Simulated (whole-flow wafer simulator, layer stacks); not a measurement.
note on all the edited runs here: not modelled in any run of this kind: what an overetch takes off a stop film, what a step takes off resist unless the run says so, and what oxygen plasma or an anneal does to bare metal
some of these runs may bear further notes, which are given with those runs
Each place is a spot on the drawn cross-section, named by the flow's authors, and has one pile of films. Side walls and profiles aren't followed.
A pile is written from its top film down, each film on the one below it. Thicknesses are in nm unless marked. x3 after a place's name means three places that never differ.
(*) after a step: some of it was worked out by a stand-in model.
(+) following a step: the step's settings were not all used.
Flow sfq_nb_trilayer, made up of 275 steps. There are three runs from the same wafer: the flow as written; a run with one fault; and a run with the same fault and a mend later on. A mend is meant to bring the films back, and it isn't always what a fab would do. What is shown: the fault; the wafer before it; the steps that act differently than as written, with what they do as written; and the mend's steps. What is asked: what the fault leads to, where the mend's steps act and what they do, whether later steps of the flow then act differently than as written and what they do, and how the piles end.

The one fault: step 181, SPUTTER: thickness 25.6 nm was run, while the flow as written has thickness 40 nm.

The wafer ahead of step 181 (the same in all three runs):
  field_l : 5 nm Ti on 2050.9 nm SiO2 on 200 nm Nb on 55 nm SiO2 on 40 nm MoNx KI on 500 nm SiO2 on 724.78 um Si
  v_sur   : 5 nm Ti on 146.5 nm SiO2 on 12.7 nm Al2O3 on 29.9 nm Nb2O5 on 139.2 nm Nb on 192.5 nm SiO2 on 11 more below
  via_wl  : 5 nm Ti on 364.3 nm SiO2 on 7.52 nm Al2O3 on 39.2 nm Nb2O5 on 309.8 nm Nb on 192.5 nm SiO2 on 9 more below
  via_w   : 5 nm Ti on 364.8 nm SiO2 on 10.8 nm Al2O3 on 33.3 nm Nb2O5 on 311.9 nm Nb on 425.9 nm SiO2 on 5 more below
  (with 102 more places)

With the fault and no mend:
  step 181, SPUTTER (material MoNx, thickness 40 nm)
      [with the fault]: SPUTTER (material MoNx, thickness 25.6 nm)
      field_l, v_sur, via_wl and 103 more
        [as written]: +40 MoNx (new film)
        [with the fault]: +25.6 MoNx (new film)
  Steps further on in the flow that do not act as written (11 other steps are not shown; they differ only slightly, by no more than 2% or 0.5 nm, whichever is larger):
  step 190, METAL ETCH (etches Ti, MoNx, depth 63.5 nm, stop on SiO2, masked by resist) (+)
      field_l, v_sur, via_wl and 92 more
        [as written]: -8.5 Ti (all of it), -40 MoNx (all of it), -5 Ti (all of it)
        [with the fault]: -8.5 Ti (all of it), -25.6 MoNx (all of it), -5 Ti (all of it)
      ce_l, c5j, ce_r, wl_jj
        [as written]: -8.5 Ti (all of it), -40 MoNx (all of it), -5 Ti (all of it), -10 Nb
        [with the fault]: -8.5 Ti (all of it), -25.6 MoNx (all of it), -5 Ti (all of it), -24.4 Nb
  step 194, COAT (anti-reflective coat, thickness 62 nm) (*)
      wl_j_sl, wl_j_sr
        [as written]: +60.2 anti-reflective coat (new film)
        [with the fault]: +57.8 anti-reflective coat (new film)
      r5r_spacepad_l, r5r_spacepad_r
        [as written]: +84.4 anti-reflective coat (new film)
        [with the fault]: +78.2 anti-reflective coat (new film)
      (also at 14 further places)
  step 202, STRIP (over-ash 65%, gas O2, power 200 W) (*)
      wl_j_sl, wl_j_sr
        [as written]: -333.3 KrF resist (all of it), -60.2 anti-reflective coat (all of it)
        [with the fault]: -333.4 KrF resist (all of it), -57.8 anti-reflective coat (all of it)
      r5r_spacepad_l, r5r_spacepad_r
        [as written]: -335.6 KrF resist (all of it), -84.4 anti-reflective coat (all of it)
        [with the fault]: -335.1 KrF resist (all of it), -78.2 anti-reflective coat (all of it)
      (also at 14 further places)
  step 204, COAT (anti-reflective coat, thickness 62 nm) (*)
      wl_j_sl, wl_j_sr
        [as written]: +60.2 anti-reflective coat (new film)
        [with the fault]: +57.8 anti-reflective coat (new film)
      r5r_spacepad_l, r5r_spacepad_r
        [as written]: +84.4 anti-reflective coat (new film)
        [with the fault]: +78.2 anti-reflective coat (new film)
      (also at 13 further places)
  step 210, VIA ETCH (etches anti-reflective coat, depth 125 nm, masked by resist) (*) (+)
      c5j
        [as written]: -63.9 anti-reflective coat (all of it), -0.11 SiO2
        [with the fault]: -67.9 anti-reflective coat (all of it), -0.1 SiO2
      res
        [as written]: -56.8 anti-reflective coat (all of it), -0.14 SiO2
        [with the fault]: -58 anti-reflective coat (all of it), -0.14 SiO2
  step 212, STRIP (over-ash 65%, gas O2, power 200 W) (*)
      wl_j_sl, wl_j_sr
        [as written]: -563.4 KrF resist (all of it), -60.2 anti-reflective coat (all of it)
        [with the fault]: -562.5 KrF resist (all of it), -57.8 anti-reflective coat (all of it)
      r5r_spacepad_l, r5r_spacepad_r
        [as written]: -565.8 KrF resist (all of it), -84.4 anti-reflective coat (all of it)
        [with the fault]: -564.1 KrF resist (all of it), -78.2 anti-reflective coat (all of it)
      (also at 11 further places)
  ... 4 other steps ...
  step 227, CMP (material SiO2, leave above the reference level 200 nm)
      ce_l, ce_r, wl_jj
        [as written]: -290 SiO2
        [with the fault]: -275.6 SiO2
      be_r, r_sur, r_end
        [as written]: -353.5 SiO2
        [with the fault]: -339.1 SiO2
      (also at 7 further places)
  By the end, the piles at ce_l, c5j, ce_r and 8 more depart from the flow's by more than 2% or 0.5 nm, whichever is larger.
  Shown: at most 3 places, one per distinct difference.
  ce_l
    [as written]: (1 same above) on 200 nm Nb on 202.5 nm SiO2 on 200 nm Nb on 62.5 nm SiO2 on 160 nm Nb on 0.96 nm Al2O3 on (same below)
    [with the fault]: (1 same above) on 200 nm Nb on 216.9 nm SiO2 on 200 nm Nb on 62.5 nm SiO2 on 145.6 nm Nb on 0.96 nm Al2O3 on (same below)
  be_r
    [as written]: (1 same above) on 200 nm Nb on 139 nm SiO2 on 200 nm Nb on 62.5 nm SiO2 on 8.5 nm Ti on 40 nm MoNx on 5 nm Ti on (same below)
    [with the fault]: (1 same above) on 200 nm Nb on 153.4 nm SiO2 on 200 nm Nb on 62.5 nm SiO2 on 8.5 nm Ti on 25.6 nm MoNx on 5 nm Ti on (same below)
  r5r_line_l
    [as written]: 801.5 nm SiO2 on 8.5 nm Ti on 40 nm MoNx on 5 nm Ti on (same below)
    [with the fault]: 815.9 nm SiO2 on 8.5 nm Ti on 25.6 nm MoNx on 5 nm Ti on (same below)

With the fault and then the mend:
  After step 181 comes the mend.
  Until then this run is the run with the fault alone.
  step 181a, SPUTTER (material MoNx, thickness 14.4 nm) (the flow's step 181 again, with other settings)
      field_l, v_sur, via_wl and 103 more
        +14.4 MoNx
  Later steps of the flow that are run all act as written at every place that is followed.
  At every place that both follow, the piles at the end match the flow's.
